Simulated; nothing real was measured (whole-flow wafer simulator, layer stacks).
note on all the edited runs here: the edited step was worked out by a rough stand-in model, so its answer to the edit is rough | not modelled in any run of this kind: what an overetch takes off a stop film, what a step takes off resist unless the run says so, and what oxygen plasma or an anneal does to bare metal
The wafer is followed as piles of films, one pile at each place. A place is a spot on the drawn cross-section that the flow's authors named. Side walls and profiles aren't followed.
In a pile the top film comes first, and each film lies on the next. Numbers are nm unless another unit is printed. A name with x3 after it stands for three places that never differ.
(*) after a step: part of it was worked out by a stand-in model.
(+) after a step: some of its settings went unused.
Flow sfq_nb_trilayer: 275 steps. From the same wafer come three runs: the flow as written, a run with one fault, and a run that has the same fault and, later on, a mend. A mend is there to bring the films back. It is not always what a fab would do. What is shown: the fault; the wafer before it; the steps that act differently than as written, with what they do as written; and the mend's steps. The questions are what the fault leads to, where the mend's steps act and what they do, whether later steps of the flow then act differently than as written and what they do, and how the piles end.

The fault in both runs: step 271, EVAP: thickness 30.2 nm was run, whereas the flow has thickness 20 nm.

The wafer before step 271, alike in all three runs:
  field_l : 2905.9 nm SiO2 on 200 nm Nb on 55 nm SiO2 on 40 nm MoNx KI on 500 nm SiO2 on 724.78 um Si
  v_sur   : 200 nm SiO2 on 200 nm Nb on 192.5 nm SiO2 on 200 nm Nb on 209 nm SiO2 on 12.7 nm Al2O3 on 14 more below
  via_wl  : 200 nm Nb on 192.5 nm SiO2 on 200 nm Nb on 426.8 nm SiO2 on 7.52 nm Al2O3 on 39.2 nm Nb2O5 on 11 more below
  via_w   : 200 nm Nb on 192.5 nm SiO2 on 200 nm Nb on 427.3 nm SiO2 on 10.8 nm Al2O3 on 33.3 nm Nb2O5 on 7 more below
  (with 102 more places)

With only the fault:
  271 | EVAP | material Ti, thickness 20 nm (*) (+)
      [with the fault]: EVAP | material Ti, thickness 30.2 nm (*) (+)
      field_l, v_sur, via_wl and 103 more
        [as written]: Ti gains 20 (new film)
        [with the fault]: Ti gains 30.2 (new film)
  Later steps of the flow acting differently than as written:
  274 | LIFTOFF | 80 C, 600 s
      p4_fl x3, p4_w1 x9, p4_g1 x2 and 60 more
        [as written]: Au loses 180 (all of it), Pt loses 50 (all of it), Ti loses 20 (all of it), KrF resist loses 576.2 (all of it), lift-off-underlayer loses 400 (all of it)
        [with the fault]: Au loses 180 (all of it), Pt loses 50 (all of it), Ti loses 30.2 (all of it), KrF resist loses 576.2 (all of it), lift-off-underlayer loses 400 (all of it)
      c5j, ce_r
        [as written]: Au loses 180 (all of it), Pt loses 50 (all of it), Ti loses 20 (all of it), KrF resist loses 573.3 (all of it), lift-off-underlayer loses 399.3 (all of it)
        [with the fault]: Au loses 180 (all of it), Pt loses 50 (all of it), Ti loses 30.2 (all of it), KrF resist loses 573.3 (all of it), lift-off-underlayer loses 399.3 (all of it)
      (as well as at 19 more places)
  The piles end different from the flow's at field_l, v_sur, via_wl and 8 more by more than 2% or 0.5 nm, whichever is larger.
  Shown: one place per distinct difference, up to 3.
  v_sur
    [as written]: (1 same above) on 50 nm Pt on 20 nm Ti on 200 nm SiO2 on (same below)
    [with the fault]: (1 same above) on 50 nm Pt on 30.2 nm Ti on 200 nm SiO2 on (same below)
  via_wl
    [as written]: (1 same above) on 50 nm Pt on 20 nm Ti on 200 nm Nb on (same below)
    [with the fault]: (1 same above) on 50 nm Pt on 30.2 nm Ti on 200 nm Nb on (same below)
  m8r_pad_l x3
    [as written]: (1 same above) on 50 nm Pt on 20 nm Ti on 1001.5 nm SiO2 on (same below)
    [with the fault]: (1 same above) on 50 nm Pt on 30.2 nm Ti on 1001.5 nm SiO2 on (same below)

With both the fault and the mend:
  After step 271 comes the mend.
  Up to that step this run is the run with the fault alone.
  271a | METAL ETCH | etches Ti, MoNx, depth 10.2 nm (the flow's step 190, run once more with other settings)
      field_l, v_sur, via_wl and 103 more
        Ti loses 10.2
  Every later step of the flow that is run acts as written at every place that is followed.
  By the end, the piles equal the flow's at every place that both follow.
